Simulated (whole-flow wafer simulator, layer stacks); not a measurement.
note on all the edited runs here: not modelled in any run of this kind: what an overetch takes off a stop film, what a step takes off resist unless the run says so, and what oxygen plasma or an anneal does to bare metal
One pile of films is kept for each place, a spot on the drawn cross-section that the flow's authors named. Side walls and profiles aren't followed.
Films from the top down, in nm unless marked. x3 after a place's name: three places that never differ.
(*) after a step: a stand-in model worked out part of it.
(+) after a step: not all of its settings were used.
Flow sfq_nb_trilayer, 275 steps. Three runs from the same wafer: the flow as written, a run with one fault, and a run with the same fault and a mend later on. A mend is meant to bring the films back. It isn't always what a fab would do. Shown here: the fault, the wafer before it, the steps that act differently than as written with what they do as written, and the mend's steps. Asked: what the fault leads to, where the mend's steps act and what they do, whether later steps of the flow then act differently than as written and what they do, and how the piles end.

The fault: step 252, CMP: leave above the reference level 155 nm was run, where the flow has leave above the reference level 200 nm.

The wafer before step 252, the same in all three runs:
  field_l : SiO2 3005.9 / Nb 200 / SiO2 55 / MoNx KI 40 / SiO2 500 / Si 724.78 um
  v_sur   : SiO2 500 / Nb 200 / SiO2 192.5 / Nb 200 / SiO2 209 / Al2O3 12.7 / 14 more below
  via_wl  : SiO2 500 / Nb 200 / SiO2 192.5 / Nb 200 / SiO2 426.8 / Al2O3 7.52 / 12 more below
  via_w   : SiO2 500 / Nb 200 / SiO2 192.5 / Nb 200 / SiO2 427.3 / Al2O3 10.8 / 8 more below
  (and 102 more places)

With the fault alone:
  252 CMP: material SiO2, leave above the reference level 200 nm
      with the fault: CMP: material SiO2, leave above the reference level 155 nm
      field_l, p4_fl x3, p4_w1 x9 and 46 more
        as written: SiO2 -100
        with the fault: SiO2 -145
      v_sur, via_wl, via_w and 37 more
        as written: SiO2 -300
        with the fault: SiO2 -345
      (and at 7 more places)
  Later steps of the flow that act differently than as written (4 more steps differ only slightly, by at most 2% or 0.5 nm, whichever is larger, and aren't shown):
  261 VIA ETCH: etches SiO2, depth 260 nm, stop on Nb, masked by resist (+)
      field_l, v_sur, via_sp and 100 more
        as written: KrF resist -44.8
        with the fault: KrF resist -40
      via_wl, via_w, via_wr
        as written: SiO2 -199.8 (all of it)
        with the fault: SiO2 -154.8 (all of it)
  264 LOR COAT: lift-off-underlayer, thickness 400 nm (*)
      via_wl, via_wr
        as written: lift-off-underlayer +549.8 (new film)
        with the fault: lift-off-underlayer +516.1 (new film)
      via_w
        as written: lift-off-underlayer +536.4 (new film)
        with the fault: lift-off-underlayer +505.7 (new film)
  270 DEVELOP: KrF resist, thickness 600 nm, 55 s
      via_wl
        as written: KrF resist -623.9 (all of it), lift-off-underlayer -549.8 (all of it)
        with the fault: KrF resist -618.2 (all of it), lift-off-underlayer -516.1 (all of it)
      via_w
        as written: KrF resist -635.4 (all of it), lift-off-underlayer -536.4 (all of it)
        with the fault: KrF resist -627.2 (all of it), lift-off-underlayer -505.7 (all of it)
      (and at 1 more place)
  At the end the piles differ from the flow's by more than 2% or 0.5 nm, whichever is larger, at v_sur, via_sp, via_v and 83 more.
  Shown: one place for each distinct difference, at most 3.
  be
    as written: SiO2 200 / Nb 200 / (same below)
    with the fault: SiO2 155 / Nb 200 / (same below)
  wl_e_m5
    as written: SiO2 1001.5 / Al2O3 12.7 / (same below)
    with the fault: SiO2 956.5 / Al2O3 12.7 / (same below)
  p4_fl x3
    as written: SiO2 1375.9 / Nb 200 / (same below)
    with the fault: SiO2 1330.9 / Nb 200 / (same below)

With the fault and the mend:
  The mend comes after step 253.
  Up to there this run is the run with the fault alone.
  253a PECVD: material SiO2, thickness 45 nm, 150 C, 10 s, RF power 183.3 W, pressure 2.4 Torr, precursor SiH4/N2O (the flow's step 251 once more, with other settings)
      field_l, v_sur, via_wl and 103 more
        SiO2 +45
  No later step of the flow acts differently than as written at any place that is followed.
  At the end the piles are the same as the flow's at every place that both follow.
